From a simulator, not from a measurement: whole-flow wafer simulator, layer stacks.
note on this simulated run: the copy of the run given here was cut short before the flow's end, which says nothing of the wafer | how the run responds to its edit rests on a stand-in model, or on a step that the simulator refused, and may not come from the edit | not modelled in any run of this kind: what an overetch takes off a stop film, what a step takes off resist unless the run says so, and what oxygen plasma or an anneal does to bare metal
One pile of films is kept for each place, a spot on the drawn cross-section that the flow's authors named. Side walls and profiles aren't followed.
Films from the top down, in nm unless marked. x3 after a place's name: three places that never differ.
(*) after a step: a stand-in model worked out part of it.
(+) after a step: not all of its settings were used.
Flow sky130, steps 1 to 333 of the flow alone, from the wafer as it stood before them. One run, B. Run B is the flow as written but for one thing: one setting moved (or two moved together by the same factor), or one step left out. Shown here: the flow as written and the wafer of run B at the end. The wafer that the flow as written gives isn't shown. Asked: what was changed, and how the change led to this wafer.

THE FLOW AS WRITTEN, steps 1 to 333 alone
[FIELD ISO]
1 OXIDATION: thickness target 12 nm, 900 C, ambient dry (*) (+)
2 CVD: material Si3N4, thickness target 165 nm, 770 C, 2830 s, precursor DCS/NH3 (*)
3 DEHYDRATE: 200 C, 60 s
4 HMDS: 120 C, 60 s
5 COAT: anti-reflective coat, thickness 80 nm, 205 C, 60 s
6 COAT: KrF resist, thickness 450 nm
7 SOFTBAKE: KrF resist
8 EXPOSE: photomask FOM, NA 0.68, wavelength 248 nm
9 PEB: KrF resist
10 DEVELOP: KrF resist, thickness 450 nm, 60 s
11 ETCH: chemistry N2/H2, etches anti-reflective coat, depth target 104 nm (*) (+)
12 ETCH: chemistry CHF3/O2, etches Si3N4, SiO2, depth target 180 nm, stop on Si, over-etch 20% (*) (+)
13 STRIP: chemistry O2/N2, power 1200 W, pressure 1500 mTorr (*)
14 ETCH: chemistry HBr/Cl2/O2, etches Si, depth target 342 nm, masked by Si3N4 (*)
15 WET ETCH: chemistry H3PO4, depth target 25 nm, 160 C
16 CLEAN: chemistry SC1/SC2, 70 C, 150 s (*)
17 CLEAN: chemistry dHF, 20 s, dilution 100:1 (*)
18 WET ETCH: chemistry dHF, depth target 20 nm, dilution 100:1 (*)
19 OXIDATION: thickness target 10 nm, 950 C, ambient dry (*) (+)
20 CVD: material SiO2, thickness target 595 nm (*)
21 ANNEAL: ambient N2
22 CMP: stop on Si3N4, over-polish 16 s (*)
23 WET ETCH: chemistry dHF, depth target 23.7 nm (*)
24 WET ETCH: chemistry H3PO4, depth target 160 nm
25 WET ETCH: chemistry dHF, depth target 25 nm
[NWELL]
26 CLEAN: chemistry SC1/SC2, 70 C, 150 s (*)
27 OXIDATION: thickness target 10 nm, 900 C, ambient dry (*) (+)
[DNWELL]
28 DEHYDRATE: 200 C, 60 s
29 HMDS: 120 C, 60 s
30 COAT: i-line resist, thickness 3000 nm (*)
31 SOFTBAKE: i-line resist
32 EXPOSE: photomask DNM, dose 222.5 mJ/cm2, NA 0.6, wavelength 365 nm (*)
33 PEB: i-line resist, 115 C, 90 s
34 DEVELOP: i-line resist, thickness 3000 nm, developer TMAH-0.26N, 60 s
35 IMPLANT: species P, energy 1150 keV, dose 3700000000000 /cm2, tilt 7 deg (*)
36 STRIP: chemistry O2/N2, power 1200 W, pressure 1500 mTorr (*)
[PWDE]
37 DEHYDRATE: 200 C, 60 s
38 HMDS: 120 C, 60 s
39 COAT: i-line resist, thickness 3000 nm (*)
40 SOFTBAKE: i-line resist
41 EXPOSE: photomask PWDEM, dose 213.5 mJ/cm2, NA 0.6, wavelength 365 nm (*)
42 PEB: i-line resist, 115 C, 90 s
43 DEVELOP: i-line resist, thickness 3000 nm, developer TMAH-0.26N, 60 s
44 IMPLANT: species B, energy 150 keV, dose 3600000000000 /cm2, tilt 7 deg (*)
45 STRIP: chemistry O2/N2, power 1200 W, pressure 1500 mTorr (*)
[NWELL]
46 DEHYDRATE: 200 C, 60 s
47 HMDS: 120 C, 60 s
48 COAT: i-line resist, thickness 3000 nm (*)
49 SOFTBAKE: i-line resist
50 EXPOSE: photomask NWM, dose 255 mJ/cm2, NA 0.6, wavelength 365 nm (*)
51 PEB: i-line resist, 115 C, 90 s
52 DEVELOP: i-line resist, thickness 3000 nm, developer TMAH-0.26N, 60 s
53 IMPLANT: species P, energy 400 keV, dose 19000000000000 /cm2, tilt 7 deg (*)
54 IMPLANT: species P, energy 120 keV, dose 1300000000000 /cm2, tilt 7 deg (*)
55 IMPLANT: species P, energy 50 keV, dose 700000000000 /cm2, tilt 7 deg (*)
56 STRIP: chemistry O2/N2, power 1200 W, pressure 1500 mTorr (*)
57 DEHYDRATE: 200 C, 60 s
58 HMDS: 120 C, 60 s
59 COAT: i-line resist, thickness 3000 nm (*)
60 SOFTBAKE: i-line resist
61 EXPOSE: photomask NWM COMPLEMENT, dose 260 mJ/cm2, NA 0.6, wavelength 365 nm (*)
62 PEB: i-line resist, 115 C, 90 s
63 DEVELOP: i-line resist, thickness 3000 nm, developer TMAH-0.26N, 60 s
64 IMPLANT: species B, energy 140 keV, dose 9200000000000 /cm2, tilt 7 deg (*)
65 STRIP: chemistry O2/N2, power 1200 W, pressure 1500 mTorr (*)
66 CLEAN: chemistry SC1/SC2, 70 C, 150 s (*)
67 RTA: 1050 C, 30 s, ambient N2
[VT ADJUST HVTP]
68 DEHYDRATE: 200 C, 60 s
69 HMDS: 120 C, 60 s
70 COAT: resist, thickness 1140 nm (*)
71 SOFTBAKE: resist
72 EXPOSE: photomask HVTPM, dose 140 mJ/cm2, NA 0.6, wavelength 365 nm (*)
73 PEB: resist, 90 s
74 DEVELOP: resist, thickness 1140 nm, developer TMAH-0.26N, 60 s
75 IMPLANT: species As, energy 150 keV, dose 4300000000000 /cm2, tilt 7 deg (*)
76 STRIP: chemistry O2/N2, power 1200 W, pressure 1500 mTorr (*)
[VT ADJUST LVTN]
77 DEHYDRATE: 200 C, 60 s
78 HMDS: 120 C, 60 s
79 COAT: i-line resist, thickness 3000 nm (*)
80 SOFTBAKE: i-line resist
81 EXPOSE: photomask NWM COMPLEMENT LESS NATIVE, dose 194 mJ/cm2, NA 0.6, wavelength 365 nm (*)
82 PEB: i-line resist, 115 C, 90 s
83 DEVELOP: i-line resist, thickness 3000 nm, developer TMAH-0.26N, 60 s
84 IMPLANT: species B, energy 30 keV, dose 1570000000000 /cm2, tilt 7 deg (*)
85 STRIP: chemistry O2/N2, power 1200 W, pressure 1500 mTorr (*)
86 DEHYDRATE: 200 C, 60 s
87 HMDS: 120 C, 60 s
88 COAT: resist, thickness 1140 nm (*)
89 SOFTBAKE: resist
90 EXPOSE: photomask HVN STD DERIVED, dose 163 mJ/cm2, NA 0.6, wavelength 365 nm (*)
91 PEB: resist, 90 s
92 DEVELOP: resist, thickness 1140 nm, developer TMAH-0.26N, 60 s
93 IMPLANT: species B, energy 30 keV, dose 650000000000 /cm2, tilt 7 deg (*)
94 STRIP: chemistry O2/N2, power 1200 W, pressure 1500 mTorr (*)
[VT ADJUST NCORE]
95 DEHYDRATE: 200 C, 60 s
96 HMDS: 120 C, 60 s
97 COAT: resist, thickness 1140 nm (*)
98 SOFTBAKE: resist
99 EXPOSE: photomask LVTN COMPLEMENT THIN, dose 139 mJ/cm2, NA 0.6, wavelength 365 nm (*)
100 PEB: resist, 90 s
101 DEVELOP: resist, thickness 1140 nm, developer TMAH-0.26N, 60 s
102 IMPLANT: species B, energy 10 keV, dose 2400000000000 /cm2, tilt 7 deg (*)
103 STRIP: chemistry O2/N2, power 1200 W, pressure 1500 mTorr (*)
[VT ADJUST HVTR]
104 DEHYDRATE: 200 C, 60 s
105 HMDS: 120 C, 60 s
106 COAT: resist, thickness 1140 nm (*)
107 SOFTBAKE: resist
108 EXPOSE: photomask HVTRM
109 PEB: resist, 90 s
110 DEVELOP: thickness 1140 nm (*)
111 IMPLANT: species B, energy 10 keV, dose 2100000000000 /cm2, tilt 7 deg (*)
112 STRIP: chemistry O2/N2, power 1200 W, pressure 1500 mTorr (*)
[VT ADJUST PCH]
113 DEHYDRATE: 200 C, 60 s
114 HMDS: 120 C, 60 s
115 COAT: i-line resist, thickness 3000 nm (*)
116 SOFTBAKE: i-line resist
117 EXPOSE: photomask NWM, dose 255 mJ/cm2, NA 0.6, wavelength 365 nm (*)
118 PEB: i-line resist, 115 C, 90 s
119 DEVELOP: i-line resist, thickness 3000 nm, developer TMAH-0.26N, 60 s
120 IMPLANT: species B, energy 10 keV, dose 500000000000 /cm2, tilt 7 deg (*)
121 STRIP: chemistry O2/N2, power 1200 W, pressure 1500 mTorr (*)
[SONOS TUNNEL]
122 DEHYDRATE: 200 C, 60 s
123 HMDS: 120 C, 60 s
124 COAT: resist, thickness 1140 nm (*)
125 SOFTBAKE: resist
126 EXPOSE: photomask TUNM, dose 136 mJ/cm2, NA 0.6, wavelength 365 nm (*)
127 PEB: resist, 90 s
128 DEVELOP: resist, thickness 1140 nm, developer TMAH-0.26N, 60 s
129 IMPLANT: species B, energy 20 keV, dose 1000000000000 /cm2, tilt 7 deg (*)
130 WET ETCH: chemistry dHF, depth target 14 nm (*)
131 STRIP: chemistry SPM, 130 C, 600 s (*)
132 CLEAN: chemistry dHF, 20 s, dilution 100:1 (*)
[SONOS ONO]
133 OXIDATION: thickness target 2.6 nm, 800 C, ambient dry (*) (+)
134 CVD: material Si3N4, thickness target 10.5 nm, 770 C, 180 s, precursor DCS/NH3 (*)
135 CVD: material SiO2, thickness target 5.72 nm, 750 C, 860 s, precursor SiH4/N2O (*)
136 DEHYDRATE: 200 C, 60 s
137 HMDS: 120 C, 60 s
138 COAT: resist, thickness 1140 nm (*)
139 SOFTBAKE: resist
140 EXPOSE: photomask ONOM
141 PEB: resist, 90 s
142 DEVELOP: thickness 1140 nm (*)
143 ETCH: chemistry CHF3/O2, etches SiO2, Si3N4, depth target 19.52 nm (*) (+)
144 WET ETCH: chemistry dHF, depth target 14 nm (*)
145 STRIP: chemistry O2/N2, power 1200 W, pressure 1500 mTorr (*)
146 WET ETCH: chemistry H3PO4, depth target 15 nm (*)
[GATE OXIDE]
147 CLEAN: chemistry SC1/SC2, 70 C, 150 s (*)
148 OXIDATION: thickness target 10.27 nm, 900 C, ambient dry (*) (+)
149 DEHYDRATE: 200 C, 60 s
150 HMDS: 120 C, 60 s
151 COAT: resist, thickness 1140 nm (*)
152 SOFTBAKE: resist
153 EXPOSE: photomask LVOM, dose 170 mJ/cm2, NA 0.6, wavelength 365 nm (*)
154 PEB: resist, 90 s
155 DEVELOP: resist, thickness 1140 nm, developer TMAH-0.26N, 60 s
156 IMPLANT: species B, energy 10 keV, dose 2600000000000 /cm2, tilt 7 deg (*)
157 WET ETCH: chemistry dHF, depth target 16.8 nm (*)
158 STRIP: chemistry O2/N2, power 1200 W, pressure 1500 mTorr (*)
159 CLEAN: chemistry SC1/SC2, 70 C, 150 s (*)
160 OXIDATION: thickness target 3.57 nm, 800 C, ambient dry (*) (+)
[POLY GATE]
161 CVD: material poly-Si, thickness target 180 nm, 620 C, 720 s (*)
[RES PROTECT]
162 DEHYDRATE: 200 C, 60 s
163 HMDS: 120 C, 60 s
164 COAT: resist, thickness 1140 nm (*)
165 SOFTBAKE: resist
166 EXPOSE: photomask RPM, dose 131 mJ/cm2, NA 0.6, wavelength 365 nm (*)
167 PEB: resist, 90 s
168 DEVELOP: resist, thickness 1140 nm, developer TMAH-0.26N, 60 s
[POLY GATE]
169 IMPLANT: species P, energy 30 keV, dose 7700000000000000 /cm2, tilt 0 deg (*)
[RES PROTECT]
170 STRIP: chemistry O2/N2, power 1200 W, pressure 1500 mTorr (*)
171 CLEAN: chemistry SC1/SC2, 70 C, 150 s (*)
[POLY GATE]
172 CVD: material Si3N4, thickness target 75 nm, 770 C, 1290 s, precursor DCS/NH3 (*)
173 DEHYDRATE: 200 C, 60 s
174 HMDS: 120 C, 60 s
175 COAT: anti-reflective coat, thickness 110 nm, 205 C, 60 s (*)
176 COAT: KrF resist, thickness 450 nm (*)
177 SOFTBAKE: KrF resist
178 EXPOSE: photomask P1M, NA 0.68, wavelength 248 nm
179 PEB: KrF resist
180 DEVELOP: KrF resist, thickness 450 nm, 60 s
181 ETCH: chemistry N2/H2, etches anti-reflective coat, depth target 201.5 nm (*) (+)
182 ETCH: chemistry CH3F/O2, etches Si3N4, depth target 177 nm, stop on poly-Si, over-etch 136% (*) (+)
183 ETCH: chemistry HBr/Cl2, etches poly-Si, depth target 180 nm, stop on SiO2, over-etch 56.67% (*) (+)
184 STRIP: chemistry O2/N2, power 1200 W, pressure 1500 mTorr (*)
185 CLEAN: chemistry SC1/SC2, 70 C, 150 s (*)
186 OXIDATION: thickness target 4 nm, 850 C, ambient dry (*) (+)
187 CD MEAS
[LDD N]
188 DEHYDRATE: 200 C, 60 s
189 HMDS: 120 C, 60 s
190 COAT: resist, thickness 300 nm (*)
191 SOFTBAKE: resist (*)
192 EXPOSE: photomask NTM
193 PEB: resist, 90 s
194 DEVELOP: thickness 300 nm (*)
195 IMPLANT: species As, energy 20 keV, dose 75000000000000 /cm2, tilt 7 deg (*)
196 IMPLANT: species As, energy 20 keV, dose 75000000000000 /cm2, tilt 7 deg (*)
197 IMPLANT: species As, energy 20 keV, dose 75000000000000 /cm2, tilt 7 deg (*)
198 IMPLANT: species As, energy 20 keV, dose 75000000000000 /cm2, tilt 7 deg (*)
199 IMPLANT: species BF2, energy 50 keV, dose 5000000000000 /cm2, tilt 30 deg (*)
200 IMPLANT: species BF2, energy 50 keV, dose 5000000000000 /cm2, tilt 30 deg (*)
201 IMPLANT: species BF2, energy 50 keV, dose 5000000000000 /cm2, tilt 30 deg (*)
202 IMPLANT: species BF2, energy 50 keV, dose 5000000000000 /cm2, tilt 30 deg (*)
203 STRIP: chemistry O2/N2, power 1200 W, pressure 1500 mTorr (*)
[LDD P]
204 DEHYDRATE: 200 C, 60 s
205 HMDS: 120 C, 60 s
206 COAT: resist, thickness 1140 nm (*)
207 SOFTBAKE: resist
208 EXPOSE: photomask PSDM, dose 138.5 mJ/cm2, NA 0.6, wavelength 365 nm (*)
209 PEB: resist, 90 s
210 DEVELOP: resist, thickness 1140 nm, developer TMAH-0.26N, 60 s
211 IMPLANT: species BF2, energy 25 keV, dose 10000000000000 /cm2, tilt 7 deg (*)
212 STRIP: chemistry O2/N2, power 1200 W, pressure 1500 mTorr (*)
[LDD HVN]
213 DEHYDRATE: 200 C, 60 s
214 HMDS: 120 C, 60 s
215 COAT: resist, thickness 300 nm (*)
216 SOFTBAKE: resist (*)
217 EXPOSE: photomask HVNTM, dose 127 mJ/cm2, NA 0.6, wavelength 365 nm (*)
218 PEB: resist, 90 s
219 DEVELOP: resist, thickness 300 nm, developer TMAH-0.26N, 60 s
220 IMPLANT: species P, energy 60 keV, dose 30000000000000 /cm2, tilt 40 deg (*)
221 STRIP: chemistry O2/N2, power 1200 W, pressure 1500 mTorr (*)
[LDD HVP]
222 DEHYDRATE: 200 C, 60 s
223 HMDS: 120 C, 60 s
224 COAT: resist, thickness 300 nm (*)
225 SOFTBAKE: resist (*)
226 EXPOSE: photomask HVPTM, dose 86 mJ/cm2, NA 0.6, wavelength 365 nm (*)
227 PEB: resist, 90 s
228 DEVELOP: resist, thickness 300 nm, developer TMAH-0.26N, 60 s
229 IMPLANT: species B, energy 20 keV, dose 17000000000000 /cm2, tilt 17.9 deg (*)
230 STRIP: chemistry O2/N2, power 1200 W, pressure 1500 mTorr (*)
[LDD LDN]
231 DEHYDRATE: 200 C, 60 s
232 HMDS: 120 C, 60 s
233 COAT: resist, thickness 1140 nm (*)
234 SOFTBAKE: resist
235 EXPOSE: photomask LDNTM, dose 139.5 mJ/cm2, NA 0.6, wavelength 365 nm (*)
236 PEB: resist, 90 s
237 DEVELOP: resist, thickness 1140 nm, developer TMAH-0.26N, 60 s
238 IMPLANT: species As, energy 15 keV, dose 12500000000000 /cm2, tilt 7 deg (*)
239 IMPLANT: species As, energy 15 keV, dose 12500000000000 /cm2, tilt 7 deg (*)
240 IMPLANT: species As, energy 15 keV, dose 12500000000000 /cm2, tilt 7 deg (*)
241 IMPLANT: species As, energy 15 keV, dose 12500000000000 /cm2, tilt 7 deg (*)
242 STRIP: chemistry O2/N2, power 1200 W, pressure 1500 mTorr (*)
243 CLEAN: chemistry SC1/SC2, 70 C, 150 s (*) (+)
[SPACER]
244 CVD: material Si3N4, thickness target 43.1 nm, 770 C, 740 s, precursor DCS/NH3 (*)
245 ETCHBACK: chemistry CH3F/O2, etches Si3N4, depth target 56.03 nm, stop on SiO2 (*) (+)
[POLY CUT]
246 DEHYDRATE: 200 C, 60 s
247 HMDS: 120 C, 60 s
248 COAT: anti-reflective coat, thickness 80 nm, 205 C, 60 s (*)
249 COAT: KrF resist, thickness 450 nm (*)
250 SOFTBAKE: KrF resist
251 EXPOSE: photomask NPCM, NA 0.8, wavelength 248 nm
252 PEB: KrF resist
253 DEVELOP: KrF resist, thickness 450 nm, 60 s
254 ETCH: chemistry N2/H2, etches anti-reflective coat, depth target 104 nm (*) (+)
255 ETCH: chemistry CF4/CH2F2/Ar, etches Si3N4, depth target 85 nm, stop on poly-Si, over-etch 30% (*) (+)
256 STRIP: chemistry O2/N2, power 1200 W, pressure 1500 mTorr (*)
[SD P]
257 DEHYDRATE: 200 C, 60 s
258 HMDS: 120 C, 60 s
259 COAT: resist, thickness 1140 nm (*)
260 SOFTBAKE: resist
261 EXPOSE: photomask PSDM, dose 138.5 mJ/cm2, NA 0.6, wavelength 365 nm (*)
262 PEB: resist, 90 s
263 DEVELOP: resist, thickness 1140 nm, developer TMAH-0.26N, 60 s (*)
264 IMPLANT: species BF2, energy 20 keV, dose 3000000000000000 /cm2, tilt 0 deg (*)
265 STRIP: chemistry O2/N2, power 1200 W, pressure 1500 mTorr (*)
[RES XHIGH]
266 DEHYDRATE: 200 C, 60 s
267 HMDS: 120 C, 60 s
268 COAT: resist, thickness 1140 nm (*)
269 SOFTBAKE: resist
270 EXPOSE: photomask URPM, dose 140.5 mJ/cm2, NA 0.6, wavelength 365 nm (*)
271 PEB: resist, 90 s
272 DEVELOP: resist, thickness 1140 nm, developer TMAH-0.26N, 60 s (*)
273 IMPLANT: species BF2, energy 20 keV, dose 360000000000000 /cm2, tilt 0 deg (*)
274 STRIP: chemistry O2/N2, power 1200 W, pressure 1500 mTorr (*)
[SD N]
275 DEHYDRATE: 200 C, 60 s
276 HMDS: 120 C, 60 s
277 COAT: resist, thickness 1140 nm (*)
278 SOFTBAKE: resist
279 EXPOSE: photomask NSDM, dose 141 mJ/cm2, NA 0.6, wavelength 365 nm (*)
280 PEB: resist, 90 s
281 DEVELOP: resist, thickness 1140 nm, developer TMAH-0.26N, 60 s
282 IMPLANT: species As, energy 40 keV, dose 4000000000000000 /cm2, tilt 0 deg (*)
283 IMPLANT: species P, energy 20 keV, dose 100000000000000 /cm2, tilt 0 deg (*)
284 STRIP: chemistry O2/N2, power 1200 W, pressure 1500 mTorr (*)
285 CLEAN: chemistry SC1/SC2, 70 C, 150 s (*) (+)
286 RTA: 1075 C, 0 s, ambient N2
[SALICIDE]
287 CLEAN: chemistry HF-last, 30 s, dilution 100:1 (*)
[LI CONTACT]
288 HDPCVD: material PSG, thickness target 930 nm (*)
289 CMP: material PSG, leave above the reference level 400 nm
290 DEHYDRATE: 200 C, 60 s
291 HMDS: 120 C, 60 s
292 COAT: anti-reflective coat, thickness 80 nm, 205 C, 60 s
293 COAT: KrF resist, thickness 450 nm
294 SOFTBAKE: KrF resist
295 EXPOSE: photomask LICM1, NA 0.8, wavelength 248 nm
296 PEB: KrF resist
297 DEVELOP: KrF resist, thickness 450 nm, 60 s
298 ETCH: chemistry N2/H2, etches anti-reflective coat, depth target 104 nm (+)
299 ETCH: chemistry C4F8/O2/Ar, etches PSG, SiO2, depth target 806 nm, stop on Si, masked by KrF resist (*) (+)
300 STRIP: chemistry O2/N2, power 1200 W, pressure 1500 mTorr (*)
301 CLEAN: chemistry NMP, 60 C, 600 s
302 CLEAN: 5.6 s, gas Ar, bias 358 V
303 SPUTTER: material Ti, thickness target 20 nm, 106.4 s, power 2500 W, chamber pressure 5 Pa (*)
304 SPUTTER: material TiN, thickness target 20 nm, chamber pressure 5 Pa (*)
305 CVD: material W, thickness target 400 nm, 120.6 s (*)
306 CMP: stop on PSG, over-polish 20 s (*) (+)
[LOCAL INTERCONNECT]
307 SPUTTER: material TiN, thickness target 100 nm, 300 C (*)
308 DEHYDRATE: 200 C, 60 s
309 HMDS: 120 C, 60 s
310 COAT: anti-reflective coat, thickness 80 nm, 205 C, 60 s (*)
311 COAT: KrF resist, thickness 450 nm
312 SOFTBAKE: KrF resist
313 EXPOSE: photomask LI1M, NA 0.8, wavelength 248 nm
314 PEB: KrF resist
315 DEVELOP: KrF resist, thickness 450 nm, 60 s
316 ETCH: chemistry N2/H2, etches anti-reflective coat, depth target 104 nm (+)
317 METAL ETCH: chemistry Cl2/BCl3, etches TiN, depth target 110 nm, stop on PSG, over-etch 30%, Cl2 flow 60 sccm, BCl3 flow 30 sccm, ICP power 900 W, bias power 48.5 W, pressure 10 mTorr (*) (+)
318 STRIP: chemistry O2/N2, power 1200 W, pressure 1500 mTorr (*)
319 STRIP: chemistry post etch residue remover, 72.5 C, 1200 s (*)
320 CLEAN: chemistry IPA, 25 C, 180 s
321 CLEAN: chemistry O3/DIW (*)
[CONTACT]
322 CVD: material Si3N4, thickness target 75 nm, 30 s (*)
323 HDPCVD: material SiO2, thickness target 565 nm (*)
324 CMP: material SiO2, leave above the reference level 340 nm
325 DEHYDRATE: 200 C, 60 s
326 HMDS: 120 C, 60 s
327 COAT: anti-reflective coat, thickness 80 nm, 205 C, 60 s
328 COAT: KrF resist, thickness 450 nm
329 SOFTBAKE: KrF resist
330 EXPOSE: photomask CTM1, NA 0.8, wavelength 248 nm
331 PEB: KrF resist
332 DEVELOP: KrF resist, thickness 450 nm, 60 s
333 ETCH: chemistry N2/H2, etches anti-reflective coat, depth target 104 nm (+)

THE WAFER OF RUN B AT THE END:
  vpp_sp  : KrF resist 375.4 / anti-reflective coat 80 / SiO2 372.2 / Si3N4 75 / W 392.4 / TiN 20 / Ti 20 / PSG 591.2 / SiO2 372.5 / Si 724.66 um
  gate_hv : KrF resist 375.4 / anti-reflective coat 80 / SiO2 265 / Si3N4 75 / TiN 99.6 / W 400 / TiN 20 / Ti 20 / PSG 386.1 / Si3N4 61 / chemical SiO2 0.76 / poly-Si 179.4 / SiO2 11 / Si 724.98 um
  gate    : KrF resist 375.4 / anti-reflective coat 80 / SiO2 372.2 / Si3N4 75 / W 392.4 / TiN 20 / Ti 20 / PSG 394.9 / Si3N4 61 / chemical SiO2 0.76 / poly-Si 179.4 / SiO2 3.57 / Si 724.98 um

The cause: step 306, CMP: stop on PSG, over-polish 20 s (*) (+), was left out.

How the change led to this, step by step:
  310 COAT: anti-reflective coat, thickness 80 nm, 205 C, 60 s (*)
      poly_licon: anti-reflective coat +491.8 (new film) (as written it would be: anti-reflective coat +80.4 (new film))
  317 METAL ETCH: chemistry Cl2/BCl3, etches TiN, depth target 110 nm, stop on PSG, over-etch 30%, Cl2 flow 60 sccm, BCl3 flow 30 sccm, ICP power 900 W, bias power 48.5 W, pressure 10 mTorr (*) (+)
      field, active, gate and 88 more: TiN -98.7 (all of it), W -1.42 (as written it would be: TiN -98.7 (all of it))
  318 STRIP: chemistry O2/N2, power 1200 W, pressure 1500 mTorr (*)
      poly_licon: KrF resist -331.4 (all of it), anti-reflective coat -491.8 (all of it) (as written it would be: KrF resist -331.5 (all of it), anti-reflective coat -80.4 (all of it))
  319 STRIP: chemistry post etch residue remover, 72.5 C, 1200 s (*)
      field, active, gate and 88 more: W -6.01 (as written it would be: nothing)
  324 CMP: material SiO2, leave above the reference level 340 nm
      poly_licon: nothing (as written it would be: SiO2 -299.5)
      field, active, gate and 88 more: SiO2 -192.8 (as written it would be: SiO2 -200.4)
  327 COAT: anti-reflective coat, thickness 80 nm, 205 C, 60 s
      poly_licon: anti-reflective coat +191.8 (new film) (as written it would be: anti-reflective coat +80 (new film))
  333 ETCH: chemistry N2/H2, etches anti-reflective coat, depth target 104 nm (+)
      poly_licon: anti-reflective coat -104 (as written it would be: anti-reflective coat -80 (all of it), SiO2 -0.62)
Counting metal films that touch as one body, vpp_sp has 1 body; the flow as written gives 0 bodies.
Counting metal films that touch as one body, gate has 1 body; the flow as written gives 0 bodies.
